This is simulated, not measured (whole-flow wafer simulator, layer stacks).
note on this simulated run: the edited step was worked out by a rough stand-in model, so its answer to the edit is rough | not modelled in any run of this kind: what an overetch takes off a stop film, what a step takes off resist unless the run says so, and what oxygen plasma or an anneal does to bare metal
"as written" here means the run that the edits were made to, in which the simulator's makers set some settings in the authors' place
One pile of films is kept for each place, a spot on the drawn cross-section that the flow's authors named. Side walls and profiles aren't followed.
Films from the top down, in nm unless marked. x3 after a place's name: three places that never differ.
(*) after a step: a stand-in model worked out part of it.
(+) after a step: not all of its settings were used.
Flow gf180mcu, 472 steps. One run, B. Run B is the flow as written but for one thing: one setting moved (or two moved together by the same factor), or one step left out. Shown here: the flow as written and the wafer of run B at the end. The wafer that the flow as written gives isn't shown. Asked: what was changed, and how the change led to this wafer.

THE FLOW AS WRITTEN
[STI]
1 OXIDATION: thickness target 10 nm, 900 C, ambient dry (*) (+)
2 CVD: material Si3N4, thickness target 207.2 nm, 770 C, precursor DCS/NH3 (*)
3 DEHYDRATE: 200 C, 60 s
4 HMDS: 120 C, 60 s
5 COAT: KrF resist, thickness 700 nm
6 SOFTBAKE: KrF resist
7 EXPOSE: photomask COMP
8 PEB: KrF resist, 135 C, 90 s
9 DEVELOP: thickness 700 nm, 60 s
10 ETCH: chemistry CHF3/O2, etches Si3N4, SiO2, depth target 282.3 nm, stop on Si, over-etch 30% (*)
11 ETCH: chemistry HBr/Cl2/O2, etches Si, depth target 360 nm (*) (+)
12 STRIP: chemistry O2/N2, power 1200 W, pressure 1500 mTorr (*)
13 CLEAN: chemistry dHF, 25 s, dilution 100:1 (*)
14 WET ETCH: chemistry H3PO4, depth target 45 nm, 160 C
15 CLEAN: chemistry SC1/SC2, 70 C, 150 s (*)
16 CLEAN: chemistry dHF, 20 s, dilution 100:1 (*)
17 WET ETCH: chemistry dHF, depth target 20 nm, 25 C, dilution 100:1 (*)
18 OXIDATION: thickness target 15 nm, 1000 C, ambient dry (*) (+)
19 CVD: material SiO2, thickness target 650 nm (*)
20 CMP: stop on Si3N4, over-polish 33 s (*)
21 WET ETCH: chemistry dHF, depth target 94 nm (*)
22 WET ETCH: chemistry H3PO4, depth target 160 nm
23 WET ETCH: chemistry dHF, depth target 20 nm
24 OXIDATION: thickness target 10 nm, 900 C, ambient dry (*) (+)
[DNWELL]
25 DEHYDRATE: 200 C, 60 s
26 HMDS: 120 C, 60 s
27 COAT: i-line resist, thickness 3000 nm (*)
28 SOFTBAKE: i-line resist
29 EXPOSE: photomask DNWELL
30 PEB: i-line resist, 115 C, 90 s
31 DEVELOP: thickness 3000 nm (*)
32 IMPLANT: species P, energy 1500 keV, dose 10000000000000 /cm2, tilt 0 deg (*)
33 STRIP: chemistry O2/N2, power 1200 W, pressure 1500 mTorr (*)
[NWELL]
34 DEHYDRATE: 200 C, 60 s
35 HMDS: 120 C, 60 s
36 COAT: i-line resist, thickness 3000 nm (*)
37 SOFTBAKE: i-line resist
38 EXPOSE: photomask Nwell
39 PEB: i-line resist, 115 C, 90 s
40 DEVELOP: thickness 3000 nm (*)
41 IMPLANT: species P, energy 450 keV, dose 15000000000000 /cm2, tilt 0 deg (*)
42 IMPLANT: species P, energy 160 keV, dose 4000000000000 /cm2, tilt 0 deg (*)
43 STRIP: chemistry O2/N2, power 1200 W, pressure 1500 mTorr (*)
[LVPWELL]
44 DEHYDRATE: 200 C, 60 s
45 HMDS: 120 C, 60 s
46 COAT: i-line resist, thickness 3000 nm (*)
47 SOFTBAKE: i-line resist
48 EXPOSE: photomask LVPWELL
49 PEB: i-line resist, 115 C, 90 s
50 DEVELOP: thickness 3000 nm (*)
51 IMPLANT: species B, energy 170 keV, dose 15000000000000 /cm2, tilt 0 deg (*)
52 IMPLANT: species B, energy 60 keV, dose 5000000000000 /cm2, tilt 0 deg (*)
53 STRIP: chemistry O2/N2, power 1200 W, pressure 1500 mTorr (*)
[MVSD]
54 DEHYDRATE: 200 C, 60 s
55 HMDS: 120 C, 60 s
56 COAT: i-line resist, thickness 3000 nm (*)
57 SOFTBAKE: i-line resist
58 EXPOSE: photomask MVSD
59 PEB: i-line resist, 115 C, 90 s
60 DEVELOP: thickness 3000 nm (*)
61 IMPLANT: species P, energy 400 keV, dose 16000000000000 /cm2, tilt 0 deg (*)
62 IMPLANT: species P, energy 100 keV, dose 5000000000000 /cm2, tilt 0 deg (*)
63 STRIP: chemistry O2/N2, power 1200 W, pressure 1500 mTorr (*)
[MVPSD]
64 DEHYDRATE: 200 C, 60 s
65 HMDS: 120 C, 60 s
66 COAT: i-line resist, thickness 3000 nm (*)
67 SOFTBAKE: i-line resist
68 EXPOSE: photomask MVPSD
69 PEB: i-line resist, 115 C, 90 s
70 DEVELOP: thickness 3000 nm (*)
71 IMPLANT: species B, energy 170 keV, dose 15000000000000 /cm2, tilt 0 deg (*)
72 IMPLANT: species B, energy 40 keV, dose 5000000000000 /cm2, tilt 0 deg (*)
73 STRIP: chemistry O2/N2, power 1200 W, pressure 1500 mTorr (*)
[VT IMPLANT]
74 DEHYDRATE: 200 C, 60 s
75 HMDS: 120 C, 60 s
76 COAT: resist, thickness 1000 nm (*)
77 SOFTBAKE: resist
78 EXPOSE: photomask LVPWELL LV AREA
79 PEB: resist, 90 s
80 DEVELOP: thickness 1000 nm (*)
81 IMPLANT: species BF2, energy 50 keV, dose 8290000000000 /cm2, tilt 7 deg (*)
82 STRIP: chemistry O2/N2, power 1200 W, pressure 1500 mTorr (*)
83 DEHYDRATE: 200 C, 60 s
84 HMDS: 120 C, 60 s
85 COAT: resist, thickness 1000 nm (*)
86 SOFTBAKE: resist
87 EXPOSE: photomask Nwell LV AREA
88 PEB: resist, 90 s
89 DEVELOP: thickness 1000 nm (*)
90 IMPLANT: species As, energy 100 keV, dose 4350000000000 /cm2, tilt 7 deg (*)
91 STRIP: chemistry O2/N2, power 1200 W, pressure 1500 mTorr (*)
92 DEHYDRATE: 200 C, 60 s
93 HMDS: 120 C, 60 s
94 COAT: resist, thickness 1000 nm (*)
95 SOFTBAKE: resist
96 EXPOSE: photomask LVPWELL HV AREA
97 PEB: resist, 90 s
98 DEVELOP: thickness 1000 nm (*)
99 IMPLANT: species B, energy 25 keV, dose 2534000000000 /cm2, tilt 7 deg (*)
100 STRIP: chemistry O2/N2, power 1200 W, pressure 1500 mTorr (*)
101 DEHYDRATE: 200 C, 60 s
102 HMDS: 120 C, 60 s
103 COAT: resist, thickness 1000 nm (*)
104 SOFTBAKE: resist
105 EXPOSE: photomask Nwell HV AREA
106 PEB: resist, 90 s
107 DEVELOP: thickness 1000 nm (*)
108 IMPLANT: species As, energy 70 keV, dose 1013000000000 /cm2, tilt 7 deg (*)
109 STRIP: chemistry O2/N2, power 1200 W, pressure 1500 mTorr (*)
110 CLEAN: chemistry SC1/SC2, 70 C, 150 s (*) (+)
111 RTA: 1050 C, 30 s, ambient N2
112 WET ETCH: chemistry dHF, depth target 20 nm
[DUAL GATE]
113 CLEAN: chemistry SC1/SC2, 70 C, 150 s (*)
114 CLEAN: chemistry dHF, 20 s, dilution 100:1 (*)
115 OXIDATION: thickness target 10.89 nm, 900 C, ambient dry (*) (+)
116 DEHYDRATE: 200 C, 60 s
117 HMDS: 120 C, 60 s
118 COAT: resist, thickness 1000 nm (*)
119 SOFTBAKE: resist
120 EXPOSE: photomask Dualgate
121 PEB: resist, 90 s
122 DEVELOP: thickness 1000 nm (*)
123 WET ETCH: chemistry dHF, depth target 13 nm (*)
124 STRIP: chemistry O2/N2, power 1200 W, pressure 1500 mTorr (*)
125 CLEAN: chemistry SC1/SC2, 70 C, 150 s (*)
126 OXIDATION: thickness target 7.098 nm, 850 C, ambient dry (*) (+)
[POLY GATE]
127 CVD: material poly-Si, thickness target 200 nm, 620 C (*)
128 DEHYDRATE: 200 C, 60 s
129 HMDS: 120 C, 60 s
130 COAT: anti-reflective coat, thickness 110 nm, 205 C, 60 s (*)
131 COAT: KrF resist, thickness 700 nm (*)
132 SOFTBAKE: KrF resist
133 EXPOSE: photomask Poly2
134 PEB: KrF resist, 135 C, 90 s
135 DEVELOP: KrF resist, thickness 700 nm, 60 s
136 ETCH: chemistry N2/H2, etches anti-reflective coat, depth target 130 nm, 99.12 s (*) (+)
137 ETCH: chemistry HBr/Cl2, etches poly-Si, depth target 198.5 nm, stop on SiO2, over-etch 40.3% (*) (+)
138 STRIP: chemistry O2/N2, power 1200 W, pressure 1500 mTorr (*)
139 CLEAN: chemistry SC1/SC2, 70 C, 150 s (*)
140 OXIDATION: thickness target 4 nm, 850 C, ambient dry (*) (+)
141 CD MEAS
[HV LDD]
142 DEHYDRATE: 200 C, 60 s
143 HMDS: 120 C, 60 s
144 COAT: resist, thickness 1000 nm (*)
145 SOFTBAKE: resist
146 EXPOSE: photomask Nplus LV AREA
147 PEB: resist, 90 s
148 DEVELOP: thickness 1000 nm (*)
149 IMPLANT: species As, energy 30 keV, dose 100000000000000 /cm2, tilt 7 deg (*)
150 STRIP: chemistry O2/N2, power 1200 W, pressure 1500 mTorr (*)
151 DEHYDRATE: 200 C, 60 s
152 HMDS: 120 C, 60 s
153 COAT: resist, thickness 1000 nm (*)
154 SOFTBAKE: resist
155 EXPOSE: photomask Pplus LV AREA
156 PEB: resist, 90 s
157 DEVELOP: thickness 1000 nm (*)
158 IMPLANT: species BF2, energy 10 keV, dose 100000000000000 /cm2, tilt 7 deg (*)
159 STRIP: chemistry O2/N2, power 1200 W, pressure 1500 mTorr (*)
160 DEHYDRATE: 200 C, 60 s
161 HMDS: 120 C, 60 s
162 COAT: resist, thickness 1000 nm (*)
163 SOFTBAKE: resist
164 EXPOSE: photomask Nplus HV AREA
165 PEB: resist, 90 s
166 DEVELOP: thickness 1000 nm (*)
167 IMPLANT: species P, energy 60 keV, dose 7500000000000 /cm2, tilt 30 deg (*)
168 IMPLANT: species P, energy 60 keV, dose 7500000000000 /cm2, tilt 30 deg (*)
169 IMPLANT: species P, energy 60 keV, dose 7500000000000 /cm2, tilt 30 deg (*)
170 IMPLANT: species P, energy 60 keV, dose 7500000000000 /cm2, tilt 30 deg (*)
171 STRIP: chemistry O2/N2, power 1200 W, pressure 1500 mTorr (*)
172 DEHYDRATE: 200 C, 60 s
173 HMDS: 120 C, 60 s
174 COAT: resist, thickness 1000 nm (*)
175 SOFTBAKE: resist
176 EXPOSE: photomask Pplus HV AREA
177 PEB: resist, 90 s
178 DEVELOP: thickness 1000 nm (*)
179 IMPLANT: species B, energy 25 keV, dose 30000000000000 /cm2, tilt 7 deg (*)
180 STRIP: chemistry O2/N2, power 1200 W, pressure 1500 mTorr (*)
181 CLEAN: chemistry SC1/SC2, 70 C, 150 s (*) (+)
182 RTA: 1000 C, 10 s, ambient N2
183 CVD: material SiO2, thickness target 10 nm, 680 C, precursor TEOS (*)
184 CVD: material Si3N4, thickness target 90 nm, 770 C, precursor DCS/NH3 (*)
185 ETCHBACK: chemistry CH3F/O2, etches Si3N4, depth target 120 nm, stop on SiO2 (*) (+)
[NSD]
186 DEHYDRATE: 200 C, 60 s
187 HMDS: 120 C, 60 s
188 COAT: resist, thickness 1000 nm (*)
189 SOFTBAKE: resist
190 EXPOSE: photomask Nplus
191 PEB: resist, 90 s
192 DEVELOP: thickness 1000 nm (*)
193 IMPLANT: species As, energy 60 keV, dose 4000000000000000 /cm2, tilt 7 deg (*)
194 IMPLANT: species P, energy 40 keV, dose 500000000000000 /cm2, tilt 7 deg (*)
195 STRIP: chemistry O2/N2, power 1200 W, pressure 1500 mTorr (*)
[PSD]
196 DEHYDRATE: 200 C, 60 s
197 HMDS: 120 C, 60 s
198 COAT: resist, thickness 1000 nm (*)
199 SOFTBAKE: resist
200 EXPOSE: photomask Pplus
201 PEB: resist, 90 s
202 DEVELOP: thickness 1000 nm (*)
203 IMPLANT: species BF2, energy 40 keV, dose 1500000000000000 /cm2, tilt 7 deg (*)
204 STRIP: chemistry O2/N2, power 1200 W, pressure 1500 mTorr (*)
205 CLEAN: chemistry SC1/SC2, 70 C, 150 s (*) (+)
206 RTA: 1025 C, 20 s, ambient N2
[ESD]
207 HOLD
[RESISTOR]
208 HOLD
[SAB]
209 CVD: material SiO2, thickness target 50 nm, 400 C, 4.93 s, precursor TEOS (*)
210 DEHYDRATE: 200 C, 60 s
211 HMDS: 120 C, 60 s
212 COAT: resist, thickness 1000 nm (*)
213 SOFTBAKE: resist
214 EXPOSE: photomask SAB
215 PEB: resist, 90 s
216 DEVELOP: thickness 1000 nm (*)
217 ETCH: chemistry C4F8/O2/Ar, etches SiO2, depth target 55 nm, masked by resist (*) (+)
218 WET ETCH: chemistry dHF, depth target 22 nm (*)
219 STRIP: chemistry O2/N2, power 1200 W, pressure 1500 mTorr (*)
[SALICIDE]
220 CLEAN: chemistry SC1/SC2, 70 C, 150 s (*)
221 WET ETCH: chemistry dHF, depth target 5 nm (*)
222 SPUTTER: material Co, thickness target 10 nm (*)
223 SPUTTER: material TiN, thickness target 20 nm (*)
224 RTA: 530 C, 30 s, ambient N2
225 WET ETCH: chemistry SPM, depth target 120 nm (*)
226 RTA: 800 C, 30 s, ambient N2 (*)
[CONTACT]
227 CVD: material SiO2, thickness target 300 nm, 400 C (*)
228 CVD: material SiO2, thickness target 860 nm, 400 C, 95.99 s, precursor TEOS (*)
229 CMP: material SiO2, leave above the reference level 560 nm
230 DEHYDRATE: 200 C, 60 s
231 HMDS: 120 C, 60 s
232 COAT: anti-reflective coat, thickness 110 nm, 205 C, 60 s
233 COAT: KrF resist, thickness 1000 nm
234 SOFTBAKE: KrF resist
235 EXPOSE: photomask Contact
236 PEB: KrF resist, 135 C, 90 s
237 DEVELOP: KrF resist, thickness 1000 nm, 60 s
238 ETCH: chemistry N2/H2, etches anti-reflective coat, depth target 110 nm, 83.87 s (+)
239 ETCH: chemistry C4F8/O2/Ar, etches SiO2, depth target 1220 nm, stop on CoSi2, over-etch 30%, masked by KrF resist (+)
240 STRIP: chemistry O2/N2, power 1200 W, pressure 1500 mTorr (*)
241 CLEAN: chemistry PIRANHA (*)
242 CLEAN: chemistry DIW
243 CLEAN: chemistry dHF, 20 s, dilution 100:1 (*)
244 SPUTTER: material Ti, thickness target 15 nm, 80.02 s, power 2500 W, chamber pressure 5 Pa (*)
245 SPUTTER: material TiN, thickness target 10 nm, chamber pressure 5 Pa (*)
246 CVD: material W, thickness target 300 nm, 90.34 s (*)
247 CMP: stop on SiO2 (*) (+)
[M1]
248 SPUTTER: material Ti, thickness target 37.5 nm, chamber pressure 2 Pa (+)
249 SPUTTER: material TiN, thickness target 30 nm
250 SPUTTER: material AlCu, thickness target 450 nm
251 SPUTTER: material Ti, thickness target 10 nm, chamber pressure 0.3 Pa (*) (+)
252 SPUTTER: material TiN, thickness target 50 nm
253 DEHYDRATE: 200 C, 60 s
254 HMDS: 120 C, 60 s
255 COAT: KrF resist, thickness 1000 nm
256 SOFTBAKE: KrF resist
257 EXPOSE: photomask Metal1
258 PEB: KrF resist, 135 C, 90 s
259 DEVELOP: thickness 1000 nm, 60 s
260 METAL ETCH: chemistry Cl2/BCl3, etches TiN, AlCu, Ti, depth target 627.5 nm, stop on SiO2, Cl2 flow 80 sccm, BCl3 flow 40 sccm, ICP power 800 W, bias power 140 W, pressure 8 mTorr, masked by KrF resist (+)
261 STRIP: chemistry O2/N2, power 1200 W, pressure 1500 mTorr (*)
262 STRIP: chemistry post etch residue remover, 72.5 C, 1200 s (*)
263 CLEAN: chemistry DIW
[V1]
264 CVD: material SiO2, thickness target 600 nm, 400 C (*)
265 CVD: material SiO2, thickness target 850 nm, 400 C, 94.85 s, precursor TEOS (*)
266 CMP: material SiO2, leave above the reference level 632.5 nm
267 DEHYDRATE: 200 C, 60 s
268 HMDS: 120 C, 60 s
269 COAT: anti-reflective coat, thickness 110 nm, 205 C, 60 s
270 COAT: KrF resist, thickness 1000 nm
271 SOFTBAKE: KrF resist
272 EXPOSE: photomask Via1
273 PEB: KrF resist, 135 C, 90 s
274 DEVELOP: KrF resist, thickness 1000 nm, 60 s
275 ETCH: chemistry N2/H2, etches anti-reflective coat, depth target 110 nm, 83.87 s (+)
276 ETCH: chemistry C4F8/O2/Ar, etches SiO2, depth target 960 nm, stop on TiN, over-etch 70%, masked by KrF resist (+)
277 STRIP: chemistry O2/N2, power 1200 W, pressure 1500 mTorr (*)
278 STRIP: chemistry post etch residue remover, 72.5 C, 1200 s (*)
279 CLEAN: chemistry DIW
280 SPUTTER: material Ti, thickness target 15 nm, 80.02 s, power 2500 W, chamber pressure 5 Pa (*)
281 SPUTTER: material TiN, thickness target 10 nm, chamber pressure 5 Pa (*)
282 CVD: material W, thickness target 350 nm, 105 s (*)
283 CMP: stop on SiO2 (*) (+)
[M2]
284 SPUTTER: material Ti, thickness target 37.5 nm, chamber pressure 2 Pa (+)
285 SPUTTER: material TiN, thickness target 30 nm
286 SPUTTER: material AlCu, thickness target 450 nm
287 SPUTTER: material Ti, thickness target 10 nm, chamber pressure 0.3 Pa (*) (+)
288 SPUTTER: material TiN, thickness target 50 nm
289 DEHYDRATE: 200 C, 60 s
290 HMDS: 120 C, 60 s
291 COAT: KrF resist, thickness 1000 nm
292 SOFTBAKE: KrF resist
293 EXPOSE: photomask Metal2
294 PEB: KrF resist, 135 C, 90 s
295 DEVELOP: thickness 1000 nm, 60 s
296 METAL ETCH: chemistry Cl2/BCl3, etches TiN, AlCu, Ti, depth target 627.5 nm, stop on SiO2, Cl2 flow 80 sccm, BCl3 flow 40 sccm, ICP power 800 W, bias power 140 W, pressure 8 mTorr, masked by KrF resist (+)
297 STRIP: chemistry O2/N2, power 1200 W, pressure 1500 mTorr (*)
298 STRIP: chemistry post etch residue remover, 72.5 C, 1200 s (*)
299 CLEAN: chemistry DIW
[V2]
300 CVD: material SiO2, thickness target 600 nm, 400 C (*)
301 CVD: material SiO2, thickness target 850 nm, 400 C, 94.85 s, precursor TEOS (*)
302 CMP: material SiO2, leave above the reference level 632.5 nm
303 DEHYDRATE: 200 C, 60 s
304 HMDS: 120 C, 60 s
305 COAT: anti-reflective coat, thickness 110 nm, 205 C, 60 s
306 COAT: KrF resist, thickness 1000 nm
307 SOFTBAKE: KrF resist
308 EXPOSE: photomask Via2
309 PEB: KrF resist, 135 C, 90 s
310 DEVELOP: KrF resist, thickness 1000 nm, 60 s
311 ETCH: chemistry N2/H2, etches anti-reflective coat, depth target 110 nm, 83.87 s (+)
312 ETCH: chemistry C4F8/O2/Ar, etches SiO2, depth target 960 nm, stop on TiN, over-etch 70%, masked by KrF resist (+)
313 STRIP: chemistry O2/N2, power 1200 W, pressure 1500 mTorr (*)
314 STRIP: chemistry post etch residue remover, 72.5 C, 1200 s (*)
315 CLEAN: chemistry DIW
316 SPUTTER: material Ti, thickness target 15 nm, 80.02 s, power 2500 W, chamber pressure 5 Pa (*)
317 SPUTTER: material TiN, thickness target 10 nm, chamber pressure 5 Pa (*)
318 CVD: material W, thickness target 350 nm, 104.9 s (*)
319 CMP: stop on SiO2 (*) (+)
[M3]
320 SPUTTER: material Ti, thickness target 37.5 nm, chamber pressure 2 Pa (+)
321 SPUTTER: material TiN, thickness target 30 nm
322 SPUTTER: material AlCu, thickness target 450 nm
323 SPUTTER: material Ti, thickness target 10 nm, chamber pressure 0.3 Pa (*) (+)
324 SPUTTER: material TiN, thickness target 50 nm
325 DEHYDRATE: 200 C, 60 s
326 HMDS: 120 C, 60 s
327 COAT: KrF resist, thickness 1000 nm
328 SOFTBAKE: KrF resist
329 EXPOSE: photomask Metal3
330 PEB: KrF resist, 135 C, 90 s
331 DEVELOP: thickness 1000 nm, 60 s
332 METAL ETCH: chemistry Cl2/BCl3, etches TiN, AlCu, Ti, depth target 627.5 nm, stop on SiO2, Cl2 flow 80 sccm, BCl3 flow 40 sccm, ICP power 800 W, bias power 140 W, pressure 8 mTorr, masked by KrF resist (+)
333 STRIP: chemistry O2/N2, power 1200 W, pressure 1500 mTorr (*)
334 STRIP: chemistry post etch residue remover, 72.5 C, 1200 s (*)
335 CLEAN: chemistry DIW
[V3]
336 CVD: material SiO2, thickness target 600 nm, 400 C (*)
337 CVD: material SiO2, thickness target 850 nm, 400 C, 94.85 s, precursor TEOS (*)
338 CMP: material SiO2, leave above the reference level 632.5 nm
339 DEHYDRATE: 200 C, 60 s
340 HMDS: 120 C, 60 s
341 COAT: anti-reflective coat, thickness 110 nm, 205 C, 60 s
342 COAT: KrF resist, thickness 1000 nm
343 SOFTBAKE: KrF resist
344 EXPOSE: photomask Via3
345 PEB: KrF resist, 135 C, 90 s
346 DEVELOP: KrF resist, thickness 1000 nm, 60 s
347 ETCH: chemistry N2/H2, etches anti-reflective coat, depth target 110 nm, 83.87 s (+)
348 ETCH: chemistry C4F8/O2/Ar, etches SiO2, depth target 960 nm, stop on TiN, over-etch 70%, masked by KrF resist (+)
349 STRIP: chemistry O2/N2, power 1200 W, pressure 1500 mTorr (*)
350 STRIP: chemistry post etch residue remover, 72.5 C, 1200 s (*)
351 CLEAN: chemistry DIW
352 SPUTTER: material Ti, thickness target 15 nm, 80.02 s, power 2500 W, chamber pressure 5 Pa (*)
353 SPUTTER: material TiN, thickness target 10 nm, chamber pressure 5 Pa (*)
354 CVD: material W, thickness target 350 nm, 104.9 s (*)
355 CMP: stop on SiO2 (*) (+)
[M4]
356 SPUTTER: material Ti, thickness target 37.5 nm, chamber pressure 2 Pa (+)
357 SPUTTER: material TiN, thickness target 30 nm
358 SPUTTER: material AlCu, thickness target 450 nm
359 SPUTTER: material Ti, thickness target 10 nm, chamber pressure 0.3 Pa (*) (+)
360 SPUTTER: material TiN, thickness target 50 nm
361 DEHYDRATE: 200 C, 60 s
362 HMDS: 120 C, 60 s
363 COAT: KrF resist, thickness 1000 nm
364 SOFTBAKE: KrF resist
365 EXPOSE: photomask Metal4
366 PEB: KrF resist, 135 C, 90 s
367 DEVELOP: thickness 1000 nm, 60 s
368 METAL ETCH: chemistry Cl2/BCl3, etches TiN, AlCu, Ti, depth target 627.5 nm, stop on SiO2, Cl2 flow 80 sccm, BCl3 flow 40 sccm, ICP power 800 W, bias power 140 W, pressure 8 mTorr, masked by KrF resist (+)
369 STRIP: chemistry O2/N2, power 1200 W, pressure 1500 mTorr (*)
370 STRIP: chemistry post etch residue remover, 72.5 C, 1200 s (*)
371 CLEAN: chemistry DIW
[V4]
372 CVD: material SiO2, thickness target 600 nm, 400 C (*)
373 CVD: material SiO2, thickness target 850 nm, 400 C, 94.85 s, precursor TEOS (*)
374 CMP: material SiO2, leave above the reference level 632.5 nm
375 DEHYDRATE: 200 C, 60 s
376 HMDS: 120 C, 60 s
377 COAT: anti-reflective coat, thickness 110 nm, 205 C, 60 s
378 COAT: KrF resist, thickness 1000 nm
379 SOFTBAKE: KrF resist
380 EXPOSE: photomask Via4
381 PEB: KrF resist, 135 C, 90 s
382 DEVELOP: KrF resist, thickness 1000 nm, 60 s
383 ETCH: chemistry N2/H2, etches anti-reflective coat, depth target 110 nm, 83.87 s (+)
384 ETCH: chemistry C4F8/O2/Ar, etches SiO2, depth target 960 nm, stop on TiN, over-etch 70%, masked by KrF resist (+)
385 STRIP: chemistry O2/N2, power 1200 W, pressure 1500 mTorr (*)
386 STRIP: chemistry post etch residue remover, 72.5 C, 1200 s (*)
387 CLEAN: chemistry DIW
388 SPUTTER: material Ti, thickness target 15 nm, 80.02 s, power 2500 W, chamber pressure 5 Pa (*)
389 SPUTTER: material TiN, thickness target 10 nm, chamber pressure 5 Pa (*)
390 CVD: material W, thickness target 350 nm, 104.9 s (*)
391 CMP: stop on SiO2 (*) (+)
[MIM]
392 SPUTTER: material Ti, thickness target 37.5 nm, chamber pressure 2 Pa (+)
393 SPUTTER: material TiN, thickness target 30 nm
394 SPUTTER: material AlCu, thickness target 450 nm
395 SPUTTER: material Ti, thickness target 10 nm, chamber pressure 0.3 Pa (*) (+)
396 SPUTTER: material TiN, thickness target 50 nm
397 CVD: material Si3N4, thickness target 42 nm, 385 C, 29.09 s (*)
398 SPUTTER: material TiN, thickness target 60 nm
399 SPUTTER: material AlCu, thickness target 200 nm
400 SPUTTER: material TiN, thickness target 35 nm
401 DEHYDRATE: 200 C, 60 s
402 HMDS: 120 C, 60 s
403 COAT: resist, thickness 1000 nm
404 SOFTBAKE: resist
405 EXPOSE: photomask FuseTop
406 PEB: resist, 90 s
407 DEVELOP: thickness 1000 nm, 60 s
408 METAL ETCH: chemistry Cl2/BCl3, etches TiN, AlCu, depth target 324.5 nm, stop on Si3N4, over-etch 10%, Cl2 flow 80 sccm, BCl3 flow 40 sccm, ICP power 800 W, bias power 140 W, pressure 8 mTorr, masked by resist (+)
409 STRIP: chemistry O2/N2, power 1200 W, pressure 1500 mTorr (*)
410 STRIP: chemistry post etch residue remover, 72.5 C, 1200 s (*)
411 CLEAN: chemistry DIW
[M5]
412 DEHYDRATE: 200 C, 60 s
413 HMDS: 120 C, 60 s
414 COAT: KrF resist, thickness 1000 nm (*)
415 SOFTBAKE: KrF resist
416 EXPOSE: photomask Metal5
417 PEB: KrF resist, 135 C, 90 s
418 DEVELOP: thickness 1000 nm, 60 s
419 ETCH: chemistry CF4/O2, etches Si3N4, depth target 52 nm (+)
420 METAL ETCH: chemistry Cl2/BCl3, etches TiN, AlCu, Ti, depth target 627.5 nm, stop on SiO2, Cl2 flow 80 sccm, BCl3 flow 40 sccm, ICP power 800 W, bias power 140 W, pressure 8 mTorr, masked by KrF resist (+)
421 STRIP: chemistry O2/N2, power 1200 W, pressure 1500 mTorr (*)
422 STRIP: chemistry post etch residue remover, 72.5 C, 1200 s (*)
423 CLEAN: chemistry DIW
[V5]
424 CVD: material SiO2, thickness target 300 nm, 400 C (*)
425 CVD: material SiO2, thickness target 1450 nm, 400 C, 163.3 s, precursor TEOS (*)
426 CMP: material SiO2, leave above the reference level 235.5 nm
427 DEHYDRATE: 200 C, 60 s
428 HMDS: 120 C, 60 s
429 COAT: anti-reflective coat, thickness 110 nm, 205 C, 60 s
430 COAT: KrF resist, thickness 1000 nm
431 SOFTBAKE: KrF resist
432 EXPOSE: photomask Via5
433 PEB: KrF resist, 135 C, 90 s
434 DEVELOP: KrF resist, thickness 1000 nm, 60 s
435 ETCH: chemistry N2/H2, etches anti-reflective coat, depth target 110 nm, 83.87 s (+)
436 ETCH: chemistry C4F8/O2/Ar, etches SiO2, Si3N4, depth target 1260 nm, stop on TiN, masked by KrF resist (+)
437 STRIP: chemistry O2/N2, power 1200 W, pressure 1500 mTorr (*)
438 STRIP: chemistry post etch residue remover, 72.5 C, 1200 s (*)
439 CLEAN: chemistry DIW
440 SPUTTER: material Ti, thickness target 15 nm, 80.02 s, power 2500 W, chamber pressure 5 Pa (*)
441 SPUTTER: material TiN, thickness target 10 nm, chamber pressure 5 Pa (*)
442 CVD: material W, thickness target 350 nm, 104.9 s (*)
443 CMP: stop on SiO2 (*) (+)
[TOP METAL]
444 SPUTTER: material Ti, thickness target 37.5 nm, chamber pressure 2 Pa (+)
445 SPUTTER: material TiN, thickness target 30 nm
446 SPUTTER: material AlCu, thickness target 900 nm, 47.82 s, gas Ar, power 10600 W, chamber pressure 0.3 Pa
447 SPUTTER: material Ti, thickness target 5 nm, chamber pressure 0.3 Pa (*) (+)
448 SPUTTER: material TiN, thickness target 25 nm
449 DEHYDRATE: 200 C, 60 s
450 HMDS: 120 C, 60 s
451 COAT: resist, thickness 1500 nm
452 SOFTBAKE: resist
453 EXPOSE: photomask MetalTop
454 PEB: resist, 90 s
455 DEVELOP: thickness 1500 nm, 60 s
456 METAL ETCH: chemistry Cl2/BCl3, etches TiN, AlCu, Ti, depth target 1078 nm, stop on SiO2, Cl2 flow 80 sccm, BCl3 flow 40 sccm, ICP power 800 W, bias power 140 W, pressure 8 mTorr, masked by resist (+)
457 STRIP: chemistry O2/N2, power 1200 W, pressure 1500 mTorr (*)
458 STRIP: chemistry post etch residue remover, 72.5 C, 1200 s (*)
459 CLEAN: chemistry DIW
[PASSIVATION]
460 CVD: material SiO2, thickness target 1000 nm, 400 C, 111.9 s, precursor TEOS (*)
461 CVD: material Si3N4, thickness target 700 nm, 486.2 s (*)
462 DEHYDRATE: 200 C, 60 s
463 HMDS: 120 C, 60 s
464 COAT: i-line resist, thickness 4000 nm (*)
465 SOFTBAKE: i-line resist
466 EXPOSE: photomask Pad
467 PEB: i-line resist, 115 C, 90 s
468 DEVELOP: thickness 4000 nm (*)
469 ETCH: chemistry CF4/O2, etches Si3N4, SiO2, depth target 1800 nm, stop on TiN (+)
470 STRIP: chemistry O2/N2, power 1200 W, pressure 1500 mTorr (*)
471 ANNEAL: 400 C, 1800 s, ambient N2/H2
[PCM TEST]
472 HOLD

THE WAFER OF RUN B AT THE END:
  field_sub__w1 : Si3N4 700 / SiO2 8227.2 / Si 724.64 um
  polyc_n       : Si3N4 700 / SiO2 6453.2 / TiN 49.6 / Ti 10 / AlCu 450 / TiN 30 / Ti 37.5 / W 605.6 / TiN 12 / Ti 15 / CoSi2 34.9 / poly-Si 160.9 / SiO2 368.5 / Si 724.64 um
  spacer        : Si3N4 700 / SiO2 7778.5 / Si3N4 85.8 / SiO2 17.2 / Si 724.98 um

The cause: step 245, SPUTTER: thickness target 12 nm was run, where the flow has thickness target 10 nm.
It can be read off the wafer: polyc_n has TiN 12, and step 245 as written asks for 10 nm.

How the change led to this, step by step:
  245 SPUTTER: material TiN, thickness target 10 nm, chamber pressure 5 Pa (*)
      field, field__w1, field__w2 and 107 more: TiN +12 (new film) (as written it would be: TiN +10 (new film))
      contact: TiN +6.57 (new film) (as written it would be: TiN +5.48 (new film))
  247 CMP: stop on SiO2 (*) (+)
      field, field__w1, field__w2 and 105 more: W -300 (all of it), TiN -12 (all of it), Ti -15 (all of it), SiO2 -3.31 (as written it would be: W -300 (all of it), TiN -10 (all of it), Ti -15 (all of it), SiO2 -3.29)
